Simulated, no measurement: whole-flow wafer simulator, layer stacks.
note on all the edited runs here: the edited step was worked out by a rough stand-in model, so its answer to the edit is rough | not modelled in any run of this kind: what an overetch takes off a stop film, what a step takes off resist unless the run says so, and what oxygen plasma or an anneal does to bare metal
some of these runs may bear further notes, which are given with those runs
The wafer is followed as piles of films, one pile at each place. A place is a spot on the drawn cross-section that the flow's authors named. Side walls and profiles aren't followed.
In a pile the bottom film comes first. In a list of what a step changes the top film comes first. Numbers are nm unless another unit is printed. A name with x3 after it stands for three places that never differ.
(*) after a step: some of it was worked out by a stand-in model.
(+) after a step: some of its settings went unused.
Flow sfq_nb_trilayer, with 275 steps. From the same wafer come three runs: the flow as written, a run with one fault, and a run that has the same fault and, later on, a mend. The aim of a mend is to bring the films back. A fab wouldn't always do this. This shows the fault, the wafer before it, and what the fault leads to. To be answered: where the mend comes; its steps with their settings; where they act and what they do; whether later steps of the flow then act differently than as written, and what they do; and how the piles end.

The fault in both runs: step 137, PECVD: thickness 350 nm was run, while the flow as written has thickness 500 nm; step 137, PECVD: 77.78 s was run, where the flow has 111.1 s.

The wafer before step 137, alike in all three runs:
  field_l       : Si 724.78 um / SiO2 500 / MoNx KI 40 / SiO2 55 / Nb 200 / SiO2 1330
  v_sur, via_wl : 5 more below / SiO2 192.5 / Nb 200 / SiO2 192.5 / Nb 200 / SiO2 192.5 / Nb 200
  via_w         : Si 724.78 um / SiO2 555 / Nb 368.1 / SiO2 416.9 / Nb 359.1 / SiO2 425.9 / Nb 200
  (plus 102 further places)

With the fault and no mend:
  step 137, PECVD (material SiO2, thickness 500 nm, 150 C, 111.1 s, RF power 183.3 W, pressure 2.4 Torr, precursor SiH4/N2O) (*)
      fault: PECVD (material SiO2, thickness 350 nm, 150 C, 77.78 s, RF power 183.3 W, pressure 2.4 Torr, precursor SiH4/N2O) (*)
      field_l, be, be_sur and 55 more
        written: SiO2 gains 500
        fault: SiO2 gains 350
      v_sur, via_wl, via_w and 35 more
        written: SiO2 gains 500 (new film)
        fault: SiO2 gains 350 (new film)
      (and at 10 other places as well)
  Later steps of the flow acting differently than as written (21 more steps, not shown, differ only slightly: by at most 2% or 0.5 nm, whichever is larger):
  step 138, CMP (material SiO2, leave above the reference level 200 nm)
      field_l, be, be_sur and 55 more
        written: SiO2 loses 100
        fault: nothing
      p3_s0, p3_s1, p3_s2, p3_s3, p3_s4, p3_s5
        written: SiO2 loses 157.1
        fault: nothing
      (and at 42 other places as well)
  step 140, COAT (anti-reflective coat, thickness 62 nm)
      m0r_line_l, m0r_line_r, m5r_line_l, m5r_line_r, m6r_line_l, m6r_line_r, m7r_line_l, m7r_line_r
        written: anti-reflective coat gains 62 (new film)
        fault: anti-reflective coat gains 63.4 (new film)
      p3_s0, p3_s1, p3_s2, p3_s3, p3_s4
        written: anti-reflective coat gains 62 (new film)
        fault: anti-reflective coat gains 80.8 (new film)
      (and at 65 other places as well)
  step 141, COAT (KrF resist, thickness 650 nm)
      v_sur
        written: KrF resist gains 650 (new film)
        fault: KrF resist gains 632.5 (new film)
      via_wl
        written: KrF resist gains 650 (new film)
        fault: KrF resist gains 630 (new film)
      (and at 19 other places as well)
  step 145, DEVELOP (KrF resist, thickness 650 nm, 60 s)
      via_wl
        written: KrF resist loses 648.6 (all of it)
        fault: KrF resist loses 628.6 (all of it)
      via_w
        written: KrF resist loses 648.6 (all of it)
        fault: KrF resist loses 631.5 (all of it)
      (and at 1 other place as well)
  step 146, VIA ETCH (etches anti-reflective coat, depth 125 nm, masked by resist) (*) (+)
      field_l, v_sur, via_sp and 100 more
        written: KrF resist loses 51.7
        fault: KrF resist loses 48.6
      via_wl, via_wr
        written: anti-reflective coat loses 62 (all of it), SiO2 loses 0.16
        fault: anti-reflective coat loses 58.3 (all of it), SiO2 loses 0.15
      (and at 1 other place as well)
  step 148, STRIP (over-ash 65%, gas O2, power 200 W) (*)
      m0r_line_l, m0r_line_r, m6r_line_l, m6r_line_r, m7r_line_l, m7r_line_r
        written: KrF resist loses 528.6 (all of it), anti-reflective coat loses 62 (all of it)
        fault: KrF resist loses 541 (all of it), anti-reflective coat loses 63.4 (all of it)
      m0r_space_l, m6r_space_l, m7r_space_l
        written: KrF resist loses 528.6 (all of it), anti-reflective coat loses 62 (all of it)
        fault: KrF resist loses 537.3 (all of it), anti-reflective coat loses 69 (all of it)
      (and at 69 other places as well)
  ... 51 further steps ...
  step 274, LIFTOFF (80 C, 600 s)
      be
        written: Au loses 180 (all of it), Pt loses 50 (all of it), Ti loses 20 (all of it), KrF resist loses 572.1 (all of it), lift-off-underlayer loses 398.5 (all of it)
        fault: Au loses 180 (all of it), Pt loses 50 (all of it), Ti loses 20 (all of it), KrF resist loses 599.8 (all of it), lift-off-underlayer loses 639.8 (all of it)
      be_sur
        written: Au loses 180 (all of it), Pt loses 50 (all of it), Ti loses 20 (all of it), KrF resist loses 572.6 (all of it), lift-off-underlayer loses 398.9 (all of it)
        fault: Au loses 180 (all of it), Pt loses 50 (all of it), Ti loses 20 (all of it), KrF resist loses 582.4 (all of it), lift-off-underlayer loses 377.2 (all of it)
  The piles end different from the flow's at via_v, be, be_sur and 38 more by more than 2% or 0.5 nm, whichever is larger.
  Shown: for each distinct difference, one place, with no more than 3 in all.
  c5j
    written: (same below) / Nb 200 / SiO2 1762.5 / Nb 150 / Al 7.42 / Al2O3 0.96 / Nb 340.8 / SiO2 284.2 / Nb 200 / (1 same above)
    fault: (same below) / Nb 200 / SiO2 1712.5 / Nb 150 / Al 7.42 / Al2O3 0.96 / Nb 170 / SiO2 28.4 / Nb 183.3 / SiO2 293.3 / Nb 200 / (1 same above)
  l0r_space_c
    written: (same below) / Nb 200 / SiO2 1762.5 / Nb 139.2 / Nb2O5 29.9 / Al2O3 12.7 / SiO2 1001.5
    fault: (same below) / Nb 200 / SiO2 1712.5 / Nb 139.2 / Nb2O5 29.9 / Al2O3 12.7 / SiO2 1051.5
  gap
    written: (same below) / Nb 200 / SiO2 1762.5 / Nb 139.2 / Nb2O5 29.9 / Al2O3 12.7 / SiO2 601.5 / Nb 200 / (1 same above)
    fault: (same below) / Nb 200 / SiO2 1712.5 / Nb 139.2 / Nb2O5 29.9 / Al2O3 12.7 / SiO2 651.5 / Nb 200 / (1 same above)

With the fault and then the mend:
  After step 137 comes the mend.
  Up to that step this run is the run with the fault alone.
  step 137a, PECVD (material SiO2, thickness 150 nm, 150 C, 33.33 s, RF power 183.3 W, pressure 2.4 Torr, precursor SiH4/N2O) (*) (a further turn of the flow's step 137, with different settings)
      field_l, v_sur, via_wl and 99 more
        SiO2 gains 150
      lsp_r, l0_sur, l0v
        SiO2 gains 147.7
      via_v
        SiO2 gains 142
  Later steps of the flow acting differently than as written:
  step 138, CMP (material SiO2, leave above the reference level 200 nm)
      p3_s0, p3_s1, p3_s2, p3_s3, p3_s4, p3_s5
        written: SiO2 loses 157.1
        mend: SiO2 loses 100
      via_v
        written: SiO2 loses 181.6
        mend: SiO2 loses 109.4
  At every place that both follow, the piles at the end match the flow's.
